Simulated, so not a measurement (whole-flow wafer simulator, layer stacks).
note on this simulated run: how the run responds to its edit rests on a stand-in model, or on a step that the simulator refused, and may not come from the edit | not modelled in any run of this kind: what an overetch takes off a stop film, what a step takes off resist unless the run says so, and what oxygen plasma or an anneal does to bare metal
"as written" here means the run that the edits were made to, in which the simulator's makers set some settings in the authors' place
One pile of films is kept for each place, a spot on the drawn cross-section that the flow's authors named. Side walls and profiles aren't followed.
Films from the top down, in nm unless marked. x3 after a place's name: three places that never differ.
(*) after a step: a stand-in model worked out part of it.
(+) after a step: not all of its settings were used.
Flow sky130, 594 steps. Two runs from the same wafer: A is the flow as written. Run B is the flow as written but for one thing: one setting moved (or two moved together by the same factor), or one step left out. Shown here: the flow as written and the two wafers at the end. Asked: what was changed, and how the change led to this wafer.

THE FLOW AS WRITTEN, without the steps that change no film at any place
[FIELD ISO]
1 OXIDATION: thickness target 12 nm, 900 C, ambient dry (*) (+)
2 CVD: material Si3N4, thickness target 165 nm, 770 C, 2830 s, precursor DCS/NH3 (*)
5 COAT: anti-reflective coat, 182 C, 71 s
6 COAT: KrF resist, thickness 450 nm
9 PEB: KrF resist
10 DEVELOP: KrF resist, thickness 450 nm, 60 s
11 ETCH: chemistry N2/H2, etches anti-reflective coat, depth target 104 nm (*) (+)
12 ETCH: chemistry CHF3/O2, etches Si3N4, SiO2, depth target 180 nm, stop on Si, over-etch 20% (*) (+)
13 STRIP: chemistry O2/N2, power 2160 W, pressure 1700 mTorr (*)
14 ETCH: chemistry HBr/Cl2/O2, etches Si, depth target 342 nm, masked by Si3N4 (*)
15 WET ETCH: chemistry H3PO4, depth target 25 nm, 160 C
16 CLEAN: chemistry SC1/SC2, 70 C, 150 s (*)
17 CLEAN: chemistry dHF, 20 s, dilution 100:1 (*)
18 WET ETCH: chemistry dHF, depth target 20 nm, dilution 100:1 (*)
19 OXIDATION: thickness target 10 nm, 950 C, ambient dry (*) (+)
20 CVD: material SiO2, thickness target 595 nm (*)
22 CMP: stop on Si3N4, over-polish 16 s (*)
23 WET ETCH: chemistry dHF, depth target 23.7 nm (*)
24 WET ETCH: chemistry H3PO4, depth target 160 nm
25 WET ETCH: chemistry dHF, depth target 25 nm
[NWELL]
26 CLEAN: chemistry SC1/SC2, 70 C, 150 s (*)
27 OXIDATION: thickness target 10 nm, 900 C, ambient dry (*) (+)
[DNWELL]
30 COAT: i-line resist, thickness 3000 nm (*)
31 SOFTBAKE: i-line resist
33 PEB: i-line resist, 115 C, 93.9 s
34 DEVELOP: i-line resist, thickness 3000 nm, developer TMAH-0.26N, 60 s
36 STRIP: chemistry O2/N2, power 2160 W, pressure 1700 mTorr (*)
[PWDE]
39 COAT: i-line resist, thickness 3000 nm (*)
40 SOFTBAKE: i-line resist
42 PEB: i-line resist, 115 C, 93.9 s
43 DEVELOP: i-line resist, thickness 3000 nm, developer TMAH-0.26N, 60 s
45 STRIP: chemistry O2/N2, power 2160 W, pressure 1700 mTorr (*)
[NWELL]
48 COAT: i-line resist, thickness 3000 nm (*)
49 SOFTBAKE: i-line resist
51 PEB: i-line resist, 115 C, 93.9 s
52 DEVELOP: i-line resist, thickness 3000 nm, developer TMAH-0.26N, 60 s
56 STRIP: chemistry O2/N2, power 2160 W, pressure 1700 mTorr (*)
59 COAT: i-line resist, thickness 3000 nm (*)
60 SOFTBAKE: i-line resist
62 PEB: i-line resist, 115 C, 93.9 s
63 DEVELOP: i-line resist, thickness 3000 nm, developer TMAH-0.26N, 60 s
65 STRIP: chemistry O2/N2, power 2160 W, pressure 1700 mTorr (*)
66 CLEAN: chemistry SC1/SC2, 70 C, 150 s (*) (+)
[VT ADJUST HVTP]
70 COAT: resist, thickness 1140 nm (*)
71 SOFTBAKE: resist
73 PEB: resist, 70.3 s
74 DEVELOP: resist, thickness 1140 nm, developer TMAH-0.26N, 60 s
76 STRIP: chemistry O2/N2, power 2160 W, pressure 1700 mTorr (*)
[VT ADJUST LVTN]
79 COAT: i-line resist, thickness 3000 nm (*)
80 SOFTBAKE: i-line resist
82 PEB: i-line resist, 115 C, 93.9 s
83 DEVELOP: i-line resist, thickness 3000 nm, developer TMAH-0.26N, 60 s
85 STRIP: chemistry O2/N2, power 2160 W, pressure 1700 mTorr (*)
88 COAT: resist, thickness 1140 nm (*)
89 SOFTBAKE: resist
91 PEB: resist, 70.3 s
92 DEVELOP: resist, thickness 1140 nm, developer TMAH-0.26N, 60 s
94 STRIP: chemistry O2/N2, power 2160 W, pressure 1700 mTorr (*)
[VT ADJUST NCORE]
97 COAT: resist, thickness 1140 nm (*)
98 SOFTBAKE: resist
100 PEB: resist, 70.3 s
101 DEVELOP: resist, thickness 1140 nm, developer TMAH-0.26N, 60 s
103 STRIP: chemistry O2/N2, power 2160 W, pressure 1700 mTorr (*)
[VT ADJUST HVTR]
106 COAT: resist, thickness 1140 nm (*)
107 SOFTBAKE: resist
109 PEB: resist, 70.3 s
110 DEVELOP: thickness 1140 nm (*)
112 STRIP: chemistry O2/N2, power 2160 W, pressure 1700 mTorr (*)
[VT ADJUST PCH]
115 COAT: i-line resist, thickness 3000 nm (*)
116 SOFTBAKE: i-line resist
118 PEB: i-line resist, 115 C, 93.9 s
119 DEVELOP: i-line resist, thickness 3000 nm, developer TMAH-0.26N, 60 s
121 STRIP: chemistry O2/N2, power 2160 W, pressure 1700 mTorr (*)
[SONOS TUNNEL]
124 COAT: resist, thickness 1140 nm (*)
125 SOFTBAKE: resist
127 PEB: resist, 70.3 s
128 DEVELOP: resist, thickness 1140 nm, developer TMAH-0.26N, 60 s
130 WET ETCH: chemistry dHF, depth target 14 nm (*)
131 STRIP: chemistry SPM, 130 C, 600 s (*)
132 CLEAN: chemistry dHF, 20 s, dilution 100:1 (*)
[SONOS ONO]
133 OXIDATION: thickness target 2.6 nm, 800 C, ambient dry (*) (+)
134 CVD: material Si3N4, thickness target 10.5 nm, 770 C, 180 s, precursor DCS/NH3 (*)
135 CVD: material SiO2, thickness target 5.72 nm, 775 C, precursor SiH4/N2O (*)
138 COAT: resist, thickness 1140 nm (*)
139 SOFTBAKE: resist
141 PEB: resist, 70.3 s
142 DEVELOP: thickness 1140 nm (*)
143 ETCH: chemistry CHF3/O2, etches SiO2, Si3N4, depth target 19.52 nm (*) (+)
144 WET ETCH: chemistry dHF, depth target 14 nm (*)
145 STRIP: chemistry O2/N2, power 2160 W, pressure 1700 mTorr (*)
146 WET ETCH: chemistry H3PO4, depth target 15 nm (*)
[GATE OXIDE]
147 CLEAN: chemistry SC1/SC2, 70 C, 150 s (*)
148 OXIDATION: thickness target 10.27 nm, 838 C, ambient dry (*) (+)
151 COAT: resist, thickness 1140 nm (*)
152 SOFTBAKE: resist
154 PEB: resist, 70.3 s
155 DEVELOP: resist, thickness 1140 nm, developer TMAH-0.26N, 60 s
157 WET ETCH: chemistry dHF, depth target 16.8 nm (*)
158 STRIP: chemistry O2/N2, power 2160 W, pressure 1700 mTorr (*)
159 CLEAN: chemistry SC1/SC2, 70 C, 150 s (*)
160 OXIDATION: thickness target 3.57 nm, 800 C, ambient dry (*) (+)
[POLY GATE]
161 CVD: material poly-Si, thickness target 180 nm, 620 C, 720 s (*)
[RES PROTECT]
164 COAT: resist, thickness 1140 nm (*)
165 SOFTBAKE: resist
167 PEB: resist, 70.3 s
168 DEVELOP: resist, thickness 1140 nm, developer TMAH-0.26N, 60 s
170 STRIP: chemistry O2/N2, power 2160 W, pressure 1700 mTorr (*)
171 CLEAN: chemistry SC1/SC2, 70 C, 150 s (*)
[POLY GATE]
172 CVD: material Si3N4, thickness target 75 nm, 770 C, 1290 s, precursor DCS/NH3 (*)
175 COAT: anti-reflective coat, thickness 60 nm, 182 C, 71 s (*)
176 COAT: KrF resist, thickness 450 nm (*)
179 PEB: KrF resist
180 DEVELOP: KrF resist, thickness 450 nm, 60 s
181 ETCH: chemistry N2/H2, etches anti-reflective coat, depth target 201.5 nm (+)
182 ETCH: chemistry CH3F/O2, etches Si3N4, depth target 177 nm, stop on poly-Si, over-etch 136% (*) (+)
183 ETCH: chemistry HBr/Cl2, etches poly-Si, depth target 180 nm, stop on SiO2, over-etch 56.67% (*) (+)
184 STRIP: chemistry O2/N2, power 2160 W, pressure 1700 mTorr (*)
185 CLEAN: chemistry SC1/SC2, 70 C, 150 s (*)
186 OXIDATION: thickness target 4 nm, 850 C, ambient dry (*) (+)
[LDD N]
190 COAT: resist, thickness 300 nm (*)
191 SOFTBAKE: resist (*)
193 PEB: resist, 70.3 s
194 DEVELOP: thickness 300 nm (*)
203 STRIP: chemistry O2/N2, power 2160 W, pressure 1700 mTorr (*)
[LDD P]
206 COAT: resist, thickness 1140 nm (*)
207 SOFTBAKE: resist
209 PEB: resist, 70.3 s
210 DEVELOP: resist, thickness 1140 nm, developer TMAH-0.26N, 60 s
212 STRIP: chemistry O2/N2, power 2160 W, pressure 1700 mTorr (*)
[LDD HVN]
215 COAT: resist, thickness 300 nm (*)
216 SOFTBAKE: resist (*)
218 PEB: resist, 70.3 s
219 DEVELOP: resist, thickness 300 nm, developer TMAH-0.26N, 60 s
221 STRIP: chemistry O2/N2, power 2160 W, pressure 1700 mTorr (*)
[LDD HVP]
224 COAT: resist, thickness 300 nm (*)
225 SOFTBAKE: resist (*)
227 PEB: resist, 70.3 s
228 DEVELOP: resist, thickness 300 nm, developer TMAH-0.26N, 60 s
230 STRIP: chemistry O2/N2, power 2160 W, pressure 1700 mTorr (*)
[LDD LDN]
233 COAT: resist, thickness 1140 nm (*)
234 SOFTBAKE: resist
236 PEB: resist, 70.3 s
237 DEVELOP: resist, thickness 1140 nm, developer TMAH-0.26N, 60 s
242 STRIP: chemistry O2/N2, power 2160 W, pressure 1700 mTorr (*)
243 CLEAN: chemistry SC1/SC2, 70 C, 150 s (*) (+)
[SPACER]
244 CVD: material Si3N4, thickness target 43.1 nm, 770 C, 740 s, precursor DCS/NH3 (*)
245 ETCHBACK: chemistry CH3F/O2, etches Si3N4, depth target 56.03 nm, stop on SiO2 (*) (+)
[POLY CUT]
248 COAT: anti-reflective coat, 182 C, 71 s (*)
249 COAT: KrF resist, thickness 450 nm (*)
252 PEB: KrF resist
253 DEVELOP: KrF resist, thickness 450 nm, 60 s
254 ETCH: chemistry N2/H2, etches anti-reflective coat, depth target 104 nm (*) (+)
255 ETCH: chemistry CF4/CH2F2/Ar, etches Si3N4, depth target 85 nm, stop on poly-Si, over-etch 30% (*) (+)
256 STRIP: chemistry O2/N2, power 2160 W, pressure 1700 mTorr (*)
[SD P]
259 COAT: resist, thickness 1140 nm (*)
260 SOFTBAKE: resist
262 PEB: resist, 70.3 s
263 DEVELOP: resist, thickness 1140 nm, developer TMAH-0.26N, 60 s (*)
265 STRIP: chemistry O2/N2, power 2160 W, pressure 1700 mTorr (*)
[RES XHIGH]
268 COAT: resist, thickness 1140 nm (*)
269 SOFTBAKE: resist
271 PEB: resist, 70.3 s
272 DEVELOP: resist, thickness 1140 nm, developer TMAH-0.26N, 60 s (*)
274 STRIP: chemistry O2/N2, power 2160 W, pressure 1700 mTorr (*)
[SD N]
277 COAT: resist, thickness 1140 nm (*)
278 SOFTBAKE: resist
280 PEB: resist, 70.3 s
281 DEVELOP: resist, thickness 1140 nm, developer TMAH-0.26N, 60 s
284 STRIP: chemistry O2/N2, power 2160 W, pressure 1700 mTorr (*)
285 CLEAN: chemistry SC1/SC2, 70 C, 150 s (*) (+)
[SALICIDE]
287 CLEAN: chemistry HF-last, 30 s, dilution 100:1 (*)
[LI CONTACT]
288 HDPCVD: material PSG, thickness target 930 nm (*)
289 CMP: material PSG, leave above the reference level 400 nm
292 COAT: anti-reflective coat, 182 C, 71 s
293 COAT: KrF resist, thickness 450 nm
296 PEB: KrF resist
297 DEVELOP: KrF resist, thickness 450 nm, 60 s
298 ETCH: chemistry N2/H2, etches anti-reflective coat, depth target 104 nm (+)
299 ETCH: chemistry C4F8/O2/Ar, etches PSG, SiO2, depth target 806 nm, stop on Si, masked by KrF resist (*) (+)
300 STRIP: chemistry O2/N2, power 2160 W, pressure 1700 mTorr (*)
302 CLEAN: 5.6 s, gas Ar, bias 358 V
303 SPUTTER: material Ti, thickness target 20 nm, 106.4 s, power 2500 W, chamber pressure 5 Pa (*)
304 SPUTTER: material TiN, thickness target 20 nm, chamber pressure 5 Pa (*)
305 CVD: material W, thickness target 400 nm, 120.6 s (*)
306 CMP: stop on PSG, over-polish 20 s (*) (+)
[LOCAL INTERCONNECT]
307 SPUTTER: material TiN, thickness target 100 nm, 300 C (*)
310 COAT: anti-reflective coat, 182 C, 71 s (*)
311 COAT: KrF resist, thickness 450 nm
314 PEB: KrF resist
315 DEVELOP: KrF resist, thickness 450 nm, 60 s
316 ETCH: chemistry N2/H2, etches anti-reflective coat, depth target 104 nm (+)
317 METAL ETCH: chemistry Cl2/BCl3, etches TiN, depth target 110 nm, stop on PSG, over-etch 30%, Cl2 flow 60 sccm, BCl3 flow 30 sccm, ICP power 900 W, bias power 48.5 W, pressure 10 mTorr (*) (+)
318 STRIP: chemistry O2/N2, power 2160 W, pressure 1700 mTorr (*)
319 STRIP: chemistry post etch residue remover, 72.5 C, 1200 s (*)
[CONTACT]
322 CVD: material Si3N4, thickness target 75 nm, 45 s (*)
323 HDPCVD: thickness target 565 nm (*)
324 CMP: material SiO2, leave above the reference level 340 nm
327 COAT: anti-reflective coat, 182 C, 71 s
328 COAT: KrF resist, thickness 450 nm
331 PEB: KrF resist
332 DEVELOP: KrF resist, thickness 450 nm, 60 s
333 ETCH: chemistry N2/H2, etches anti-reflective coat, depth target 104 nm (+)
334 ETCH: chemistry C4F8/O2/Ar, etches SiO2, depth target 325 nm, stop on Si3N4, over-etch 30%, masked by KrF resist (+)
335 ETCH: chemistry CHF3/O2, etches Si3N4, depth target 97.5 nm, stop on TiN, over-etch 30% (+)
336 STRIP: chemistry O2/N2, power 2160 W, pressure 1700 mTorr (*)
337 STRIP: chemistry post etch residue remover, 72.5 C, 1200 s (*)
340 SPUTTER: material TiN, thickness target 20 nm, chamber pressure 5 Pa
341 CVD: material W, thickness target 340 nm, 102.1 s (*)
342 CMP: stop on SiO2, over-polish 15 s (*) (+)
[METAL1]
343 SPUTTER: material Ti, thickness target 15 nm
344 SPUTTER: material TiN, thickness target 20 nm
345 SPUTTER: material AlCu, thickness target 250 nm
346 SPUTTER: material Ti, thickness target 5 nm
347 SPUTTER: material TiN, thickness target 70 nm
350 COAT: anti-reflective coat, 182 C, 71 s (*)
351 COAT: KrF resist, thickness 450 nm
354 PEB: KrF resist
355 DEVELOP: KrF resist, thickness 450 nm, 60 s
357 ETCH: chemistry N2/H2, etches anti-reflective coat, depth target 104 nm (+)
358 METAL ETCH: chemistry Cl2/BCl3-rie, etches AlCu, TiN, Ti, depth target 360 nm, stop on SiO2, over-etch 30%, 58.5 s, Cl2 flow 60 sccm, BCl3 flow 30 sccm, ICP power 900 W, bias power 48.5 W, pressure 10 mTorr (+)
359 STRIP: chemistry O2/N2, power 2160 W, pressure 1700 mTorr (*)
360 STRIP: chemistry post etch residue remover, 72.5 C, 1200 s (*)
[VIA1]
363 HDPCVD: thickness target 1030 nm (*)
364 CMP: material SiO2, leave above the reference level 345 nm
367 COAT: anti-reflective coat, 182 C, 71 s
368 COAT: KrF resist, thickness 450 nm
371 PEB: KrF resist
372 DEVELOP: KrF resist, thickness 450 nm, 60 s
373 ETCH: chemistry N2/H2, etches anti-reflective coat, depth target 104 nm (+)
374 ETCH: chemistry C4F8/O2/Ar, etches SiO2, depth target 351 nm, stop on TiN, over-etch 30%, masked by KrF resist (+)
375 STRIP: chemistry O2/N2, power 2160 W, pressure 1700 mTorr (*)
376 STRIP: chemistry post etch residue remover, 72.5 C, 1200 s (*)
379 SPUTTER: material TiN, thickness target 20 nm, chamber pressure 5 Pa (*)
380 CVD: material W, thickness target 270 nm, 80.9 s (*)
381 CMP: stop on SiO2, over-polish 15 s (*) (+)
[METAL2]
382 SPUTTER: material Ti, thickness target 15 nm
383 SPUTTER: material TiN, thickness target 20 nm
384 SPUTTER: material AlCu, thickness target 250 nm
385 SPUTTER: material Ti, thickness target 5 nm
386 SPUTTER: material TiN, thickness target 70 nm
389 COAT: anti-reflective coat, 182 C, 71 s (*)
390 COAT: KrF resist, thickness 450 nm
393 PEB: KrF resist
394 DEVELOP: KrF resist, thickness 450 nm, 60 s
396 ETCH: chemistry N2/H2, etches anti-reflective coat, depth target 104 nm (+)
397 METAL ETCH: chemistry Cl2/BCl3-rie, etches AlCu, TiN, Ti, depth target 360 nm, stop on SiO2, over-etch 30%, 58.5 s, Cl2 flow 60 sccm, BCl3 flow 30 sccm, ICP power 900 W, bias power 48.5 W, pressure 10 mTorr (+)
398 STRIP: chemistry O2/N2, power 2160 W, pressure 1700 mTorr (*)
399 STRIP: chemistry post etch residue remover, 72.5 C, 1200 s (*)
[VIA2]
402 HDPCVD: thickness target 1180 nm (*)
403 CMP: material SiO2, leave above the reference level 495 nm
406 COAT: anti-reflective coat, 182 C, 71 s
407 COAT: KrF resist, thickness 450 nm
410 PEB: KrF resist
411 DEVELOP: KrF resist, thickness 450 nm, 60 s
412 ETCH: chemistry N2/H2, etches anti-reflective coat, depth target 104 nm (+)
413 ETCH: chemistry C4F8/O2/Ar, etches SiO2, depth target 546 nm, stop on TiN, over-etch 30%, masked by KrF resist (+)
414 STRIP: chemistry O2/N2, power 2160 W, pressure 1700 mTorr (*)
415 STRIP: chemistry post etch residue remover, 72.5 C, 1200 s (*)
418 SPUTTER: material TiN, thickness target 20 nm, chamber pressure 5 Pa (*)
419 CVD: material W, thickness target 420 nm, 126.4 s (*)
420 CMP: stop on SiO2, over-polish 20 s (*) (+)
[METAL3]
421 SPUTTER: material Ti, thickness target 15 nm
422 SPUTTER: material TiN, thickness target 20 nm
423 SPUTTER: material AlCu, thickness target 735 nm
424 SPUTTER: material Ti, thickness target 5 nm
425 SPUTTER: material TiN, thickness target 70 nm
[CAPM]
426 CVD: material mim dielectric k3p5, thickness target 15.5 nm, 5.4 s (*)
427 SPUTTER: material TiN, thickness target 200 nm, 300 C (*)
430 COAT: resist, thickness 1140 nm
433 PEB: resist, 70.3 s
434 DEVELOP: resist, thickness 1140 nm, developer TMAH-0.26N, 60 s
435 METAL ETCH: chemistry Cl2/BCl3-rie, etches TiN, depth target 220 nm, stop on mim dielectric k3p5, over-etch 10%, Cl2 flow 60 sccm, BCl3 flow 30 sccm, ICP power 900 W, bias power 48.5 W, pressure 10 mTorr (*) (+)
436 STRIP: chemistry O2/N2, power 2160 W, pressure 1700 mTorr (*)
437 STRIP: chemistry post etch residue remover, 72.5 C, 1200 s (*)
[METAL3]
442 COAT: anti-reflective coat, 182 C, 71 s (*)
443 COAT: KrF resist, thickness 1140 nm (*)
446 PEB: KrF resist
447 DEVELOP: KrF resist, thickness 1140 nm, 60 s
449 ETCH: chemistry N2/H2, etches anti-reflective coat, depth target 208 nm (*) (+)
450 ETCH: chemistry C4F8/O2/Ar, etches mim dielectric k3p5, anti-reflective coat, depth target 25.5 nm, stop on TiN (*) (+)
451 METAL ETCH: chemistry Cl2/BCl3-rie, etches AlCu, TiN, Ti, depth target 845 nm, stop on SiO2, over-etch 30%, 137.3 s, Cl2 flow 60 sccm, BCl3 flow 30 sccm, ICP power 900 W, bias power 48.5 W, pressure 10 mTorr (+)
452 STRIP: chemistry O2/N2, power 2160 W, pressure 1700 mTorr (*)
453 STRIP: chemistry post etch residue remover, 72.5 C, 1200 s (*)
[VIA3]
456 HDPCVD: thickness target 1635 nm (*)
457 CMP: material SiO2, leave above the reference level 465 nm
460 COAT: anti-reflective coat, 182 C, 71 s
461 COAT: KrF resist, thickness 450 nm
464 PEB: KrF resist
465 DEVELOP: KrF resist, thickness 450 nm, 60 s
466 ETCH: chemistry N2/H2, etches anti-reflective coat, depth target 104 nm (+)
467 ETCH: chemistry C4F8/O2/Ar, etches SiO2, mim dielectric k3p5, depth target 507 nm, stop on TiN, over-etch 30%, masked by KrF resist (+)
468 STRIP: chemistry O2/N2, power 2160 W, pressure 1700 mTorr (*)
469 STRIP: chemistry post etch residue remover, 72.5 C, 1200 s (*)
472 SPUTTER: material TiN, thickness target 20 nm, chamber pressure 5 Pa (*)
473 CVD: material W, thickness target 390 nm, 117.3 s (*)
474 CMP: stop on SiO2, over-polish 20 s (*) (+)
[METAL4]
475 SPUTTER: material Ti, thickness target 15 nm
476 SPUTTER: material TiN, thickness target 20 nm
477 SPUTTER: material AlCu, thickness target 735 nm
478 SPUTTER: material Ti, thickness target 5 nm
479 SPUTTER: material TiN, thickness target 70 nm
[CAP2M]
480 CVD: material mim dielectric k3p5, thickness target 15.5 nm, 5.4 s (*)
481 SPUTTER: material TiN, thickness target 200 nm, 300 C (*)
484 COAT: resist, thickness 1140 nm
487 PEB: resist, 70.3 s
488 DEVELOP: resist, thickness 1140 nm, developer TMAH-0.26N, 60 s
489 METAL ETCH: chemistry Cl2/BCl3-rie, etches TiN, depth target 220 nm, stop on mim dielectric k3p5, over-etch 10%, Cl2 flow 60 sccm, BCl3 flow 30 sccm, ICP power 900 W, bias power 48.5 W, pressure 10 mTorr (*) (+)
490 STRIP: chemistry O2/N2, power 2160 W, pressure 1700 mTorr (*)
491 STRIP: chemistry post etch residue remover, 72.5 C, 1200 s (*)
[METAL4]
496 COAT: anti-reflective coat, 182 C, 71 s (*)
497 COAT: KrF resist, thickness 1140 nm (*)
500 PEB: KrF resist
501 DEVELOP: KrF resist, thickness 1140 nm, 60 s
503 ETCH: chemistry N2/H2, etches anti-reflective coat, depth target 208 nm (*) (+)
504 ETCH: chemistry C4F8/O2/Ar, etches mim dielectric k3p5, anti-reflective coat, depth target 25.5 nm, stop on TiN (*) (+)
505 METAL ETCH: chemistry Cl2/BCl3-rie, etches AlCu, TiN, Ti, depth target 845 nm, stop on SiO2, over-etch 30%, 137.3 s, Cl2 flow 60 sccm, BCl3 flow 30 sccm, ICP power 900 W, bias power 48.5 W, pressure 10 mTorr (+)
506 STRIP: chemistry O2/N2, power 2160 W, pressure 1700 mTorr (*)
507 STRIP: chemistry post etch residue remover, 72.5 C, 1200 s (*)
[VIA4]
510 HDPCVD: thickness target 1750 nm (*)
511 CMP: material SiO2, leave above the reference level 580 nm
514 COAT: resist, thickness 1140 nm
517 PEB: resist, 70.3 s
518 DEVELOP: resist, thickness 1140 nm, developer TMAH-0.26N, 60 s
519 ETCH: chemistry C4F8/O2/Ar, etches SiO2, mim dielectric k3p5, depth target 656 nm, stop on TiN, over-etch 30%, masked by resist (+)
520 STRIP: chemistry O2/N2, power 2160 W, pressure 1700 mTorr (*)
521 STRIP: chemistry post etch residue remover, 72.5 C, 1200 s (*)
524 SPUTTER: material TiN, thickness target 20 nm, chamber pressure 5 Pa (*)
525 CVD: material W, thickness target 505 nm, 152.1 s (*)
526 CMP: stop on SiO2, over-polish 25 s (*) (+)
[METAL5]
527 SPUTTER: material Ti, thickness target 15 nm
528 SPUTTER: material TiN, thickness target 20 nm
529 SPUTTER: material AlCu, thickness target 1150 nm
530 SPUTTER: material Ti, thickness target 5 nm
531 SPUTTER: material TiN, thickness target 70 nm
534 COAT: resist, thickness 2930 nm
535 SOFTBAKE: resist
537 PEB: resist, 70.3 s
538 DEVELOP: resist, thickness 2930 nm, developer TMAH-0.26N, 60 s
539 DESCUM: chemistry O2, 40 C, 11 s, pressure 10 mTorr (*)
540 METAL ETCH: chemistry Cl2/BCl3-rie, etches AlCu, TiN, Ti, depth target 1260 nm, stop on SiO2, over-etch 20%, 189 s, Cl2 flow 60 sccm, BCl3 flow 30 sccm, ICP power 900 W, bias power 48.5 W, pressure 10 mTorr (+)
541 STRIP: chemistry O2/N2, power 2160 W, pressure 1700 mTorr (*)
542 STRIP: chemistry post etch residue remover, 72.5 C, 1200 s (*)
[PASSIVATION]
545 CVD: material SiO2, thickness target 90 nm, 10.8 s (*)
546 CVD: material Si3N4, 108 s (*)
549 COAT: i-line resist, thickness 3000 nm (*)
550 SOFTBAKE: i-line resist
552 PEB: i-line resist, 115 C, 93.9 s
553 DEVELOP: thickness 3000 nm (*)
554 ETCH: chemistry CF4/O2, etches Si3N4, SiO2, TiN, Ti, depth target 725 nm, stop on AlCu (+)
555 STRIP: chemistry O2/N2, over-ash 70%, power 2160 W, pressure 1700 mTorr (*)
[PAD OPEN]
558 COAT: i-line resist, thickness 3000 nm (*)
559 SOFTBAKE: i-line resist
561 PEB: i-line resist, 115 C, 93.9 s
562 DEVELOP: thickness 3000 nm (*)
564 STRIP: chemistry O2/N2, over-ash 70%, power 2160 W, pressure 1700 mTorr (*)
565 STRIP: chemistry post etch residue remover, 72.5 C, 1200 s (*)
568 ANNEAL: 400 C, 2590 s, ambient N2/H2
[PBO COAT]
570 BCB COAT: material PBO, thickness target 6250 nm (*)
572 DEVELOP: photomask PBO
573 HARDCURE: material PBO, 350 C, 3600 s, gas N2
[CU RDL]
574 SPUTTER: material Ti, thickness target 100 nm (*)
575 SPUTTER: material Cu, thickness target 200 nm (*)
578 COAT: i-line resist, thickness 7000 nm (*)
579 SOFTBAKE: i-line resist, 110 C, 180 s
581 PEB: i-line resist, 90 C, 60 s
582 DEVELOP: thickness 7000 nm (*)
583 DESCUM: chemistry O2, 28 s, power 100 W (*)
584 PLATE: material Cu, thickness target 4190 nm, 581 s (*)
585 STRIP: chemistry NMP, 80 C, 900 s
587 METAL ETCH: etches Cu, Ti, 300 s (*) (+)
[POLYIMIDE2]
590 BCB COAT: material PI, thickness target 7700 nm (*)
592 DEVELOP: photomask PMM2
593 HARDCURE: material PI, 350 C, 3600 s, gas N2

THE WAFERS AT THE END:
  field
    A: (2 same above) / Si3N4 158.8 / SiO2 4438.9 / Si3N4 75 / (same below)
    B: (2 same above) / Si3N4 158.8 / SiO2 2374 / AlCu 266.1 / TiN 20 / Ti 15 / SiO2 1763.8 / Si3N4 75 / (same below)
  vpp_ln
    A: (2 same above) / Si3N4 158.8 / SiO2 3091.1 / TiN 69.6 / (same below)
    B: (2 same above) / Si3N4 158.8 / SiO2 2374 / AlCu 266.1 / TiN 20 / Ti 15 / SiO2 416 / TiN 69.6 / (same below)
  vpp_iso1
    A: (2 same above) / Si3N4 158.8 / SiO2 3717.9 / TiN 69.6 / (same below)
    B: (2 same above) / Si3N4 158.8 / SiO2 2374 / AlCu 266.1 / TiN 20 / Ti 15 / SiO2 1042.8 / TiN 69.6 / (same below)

The cause: step 451, METAL ETCH: depth target 414 nm was run, where the flow has depth target 845 nm; step 451, METAL ETCH: 67.3 s was run, where the flow has 137.3 s.

How the change led to this, step by step:
  451 METAL ETCH: chemistry Cl2/BCl3-rie, etches AlCu, TiN, Ti, depth target 845 nm, stop on SiO2, over-etch 30%, 137.3 s, Cl2 flow 60 sccm, BCl3 flow 30 sccm, ICP power 900 W, bias power 48.5 W, pressure 10 mTorr (+)
      field, gate, spacer and 68 more: A TiN -70 (all of it), Ti -5 (all of it), AlCu -735 (all of it), TiN -20 (all of it), Ti -15 (all of it), SiO2 -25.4 | B TiN -70 (all of it), Ti -5 (all of it), AlCu -463.2
      active, vpp_ln, vpp_iso2 and 11 more: A TiN -70 (all of it), Ti -5 (all of it), AlCu -735 (all of it), TiN -20 (all of it), Ti -15 (all of it), SiO2 -25.3 | B TiN -70 (all of it), Ti -5 (all of it), AlCu -463.2
      (and at 107 more places)
  452 STRIP: chemistry O2/N2, power 2160 W, pressure 1700 mTorr (*)
      gate_hv, dice_street, pplus_nw and 73 more: A KrF resist -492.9 (all of it), anti-reflective coat -80 (all of it) | B KrF resist -773.1 (all of it), anti-reflective coat -80 (all of it)
      n_well, p_well, sd_n and 6 more: A KrF resist -492.9 (all of it), anti-reflective coat -80 (all of it) | B KrF resist -773 (all of it), anti-reflective coat -80 (all of it)
      (and at 22 more places)
  453 STRIP: chemistry post etch residue remover, 72.5 C, 1200 s (*)
      field, active, gate and 82 more: A nothing | B AlCu -5.72
  456 HDPCVD: thickness target 1635 nm (*)
      field, active, gate and 82 more: A SiO2 +1635 | B SiO2 +1635 (new film)
  457 CMP: material SiO2, leave above the reference level 465 nm
      field, active, gate and 82 more: A SiO2 -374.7 | B SiO2 -701.1
Counting metal films that touch as one body, field has 1 body; the flow as written gives 0 bodies.
Counting metal films that touch as one body, vpp_ln has 3 bodies (between them, from the top down: SiO2 416; SiO2 267.2); the flow as written gives 2 bodies (between them, from the top down: SiO2 267.2).
Counting metal films that touch as one body, vpp_iso1 has 2 bodies (between them, from the top down: SiO2 1042.8); the flow as written gives 1 body.
